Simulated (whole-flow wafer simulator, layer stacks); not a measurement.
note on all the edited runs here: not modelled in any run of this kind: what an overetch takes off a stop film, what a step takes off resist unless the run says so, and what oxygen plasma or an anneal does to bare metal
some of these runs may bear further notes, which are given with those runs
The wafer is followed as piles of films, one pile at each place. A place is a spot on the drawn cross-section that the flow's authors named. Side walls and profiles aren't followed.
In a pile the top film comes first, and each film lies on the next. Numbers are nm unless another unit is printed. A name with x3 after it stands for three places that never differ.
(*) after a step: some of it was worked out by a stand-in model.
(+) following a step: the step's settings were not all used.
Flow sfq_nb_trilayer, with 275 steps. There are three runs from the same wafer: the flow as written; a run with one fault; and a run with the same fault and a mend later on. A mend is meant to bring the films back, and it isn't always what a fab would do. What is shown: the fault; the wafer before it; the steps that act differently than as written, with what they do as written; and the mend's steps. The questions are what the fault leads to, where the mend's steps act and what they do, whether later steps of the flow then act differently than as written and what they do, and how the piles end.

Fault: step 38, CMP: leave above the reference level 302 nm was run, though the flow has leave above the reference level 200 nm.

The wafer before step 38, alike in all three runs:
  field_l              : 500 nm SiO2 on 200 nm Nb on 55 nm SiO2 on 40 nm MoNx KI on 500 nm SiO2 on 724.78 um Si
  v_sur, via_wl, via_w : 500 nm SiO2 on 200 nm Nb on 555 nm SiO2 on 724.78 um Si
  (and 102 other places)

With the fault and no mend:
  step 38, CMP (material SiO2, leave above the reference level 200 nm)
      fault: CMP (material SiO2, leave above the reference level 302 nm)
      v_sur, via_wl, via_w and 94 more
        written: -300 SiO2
        fault: -198 SiO2
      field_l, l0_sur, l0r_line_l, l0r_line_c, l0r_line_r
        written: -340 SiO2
        fault: -238 SiO2
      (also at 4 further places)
  Later steps of the flow acting differently than as written (4 more steps, not shown, differ only slightly: by at most 2% or 0.5 nm, whichever is larger):
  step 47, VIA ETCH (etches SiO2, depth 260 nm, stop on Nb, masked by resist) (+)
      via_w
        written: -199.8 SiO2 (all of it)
        fault: -260 SiO2
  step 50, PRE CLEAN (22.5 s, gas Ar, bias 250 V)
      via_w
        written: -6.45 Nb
        fault: -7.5 SiO2
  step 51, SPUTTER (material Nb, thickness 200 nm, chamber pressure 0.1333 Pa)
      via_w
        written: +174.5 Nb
        fault: +163.1 Nb (new film)
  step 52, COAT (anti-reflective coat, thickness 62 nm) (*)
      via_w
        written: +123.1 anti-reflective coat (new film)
        fault: +136.1 anti-reflective coat (new film)
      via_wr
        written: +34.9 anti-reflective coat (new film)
        fault: +33.2 anti-reflective coat (new film)
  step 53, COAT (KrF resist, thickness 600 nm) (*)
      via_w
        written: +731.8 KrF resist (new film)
        fault: +781.6 KrF resist (new film)
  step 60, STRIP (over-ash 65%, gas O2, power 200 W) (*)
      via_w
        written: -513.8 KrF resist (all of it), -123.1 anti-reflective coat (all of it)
        fault: -563.6 KrF resist (all of it), -136.1 anti-reflective coat (all of it)
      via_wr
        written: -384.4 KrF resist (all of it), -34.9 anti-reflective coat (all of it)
        fault: -378.6 KrF resist (all of it), -33.2 anti-reflective coat (all of it)
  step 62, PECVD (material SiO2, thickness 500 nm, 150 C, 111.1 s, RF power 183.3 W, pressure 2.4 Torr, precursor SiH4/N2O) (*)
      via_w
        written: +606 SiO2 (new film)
        fault: +678.7 SiO2 (new film)
  At field_l, v_sur, via_wl and 103 more, the piles at the end differ from the flow's by more than 2% or 0.5 nm, whichever is larger.
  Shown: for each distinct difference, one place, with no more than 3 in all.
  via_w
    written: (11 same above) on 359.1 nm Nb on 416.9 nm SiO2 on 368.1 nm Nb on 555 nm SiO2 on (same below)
    fault: (11 same above) on 359.1 nm Nb on 489.6 nm SiO2 on 163.1 nm Nb on 34.3 nm SiO2 on 200 nm Nb on 555 nm SiO2 on (same below)
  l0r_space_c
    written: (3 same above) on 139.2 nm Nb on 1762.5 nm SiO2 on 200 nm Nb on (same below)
    fault: (3 same above) on 139.2 nm Nb on 1864.5 nm SiO2 on 200 nm Nb on (same below)
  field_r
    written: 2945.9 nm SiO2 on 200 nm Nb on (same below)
    fault: 3047.9 nm SiO2 on 200 nm Nb on (same below)

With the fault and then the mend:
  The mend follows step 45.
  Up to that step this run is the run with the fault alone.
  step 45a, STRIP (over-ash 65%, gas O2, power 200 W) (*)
      field_l, v_sur, via_wl and 102 more
        -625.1 KrF resist (all of it), -62 anti-reflective coat (all of it)
      via_w
        -62 anti-reflective coat (all of it)
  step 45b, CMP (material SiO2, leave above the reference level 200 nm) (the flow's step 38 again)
      field_l, v_sur, via_wl and 103 more
        -102 SiO2
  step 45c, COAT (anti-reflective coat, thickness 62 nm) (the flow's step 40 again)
      field_l, v_sur, via_wl and 103 more
        +62 anti-reflective coat (new film)
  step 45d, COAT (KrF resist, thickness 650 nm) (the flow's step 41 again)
      field_l, v_sur, via_wl and 103 more
        +650 KrF resist (new film)
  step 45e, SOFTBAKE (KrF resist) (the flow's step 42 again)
      does not change any film at any place that is followed
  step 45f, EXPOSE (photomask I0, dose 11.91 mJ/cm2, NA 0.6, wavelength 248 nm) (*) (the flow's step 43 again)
      does not change any film at any place that is followed
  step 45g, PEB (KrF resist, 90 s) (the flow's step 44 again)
      field_l, v_sur, via_wl and 103 more
        -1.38 KrF resist
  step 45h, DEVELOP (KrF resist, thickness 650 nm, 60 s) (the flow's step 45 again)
      field_l, v_sur, via_wl and 102 more
        -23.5 KrF resist
      via_w
        -648.6 KrF resist (all of it)
  None of the later steps of the flow acts differently than as written at any place that is followed.
  At every place that both follow, the piles at the end match the flow's.
